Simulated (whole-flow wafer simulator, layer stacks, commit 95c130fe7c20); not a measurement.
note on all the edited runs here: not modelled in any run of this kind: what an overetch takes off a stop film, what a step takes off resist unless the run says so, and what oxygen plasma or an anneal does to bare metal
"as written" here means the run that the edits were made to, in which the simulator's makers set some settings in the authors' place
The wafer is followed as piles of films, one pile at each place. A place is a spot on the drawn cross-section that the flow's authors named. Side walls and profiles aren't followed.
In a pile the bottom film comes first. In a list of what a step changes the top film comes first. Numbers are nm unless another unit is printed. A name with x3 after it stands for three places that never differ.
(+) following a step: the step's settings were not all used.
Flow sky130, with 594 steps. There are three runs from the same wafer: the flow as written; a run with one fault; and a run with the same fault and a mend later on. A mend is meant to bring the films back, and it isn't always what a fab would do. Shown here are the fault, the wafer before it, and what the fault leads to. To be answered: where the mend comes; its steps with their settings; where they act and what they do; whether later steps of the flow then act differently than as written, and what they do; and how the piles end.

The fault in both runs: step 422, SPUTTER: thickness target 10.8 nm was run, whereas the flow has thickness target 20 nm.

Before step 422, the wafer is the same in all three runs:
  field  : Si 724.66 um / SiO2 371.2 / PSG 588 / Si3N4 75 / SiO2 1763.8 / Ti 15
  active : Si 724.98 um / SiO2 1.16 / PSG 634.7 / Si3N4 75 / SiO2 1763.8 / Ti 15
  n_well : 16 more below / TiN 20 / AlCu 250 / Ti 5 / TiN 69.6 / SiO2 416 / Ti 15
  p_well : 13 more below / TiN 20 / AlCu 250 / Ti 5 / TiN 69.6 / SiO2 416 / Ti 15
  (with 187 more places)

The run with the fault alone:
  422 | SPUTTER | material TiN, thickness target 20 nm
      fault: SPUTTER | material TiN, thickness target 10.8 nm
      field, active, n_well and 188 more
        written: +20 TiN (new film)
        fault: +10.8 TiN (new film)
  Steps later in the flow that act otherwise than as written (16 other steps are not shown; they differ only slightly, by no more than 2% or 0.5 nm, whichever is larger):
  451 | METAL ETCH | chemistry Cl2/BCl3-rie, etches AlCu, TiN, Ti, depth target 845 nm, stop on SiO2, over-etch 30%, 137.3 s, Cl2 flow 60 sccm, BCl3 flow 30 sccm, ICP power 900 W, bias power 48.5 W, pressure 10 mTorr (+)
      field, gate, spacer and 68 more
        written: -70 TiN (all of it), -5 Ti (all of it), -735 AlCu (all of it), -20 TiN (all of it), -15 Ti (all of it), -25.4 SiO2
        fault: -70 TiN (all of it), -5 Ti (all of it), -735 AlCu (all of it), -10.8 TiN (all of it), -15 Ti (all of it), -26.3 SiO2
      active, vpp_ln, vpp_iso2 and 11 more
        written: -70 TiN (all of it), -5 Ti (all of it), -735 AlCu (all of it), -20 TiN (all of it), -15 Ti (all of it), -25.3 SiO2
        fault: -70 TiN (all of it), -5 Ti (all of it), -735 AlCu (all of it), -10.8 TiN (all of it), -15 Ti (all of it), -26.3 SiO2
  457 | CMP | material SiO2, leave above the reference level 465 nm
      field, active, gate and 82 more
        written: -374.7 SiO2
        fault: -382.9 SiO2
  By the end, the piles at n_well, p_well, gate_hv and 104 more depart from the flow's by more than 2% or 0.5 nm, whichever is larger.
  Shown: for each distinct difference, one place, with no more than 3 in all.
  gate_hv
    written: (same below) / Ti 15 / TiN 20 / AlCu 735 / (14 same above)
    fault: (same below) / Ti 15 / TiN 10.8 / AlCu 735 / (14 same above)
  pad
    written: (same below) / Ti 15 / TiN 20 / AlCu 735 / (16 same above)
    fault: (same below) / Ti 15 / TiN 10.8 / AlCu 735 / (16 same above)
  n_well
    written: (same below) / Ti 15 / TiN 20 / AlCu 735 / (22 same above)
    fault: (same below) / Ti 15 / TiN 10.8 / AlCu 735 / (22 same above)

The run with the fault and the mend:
  The mend stands after step 422.
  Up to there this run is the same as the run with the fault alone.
  422a | SPUTTER | material TiN, thickness target 9.2 nm (the flow's step 422, run once more with other settings)
      field, active, n_well and 188 more
        +9.2 TiN
  Every later step of the flow that is run acts as written at every place that is followed.
  By the end, the piles equal the flow's at every place that both follow.
